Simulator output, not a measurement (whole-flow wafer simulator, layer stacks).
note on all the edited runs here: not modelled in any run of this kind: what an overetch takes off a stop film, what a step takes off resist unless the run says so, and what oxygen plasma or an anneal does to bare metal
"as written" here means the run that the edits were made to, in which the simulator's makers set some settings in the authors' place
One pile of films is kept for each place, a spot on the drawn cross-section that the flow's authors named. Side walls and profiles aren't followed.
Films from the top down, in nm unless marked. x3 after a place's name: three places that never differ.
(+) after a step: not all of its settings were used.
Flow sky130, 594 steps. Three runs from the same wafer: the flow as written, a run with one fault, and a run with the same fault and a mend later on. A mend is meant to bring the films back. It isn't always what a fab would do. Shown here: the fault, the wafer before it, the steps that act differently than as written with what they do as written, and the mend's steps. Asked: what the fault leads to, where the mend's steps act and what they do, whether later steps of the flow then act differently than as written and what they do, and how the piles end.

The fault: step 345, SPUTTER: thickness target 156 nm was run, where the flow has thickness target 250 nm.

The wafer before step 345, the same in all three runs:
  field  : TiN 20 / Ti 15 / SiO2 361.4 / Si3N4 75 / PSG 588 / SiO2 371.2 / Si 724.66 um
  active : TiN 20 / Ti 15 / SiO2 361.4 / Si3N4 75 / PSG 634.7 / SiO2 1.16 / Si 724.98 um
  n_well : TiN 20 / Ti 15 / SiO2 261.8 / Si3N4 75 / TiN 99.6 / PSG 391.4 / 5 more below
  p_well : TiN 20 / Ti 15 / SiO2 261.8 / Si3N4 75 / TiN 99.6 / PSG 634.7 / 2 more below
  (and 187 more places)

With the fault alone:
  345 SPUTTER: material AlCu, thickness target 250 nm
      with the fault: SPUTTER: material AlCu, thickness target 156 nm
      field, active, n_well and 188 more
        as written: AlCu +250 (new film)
        with the fault: AlCu +156 (new film)
  Later steps of the flow that act differently than as written (8 more steps differ only slightly, by at most 2% or 0.5 nm, whichever is larger, and aren't shown):
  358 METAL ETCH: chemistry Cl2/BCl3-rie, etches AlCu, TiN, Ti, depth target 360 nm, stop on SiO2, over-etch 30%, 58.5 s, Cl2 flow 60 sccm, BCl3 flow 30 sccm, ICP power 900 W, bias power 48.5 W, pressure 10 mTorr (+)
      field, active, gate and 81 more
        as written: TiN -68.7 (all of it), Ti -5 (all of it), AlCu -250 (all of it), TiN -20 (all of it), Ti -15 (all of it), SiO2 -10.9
        with the fault: TiN -68.7 (all of it), Ti -5 (all of it), AlCu -156 (all of it), TiN -20 (all of it), Ti -15 (all of it), SiO2 -20.3
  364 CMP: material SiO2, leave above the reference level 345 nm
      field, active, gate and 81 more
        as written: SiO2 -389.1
        with the fault: SiO2 -473.7
  At the end the piles differ from the flow's by more than 2% or 0.5 nm, whichever is larger, at field, active, n_well and 190 more.
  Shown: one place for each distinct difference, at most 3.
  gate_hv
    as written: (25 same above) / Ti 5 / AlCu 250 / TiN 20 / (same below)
    with the fault: (25 same above) / Ti 5 / AlCu 156 / TiN 20 / (same below)
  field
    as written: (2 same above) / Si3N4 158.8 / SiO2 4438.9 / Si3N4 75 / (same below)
    with the fault: (2 same above) / Si3N4 158.8 / SiO2 4344.9 / Si3N4 75 / (same below)
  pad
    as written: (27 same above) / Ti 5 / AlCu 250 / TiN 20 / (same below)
    with the fault: (27 same above) / Ti 5 / AlCu 156 / TiN 20 / (same below)

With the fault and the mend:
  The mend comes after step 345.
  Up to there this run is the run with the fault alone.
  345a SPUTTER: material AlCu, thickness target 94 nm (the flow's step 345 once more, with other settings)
      field, active, n_well and 188 more
        AlCu +94
  No later step of the flow acts differently than as written at any place that is followed.
  At the end the piles are the same as the flow's at every place that both follow.
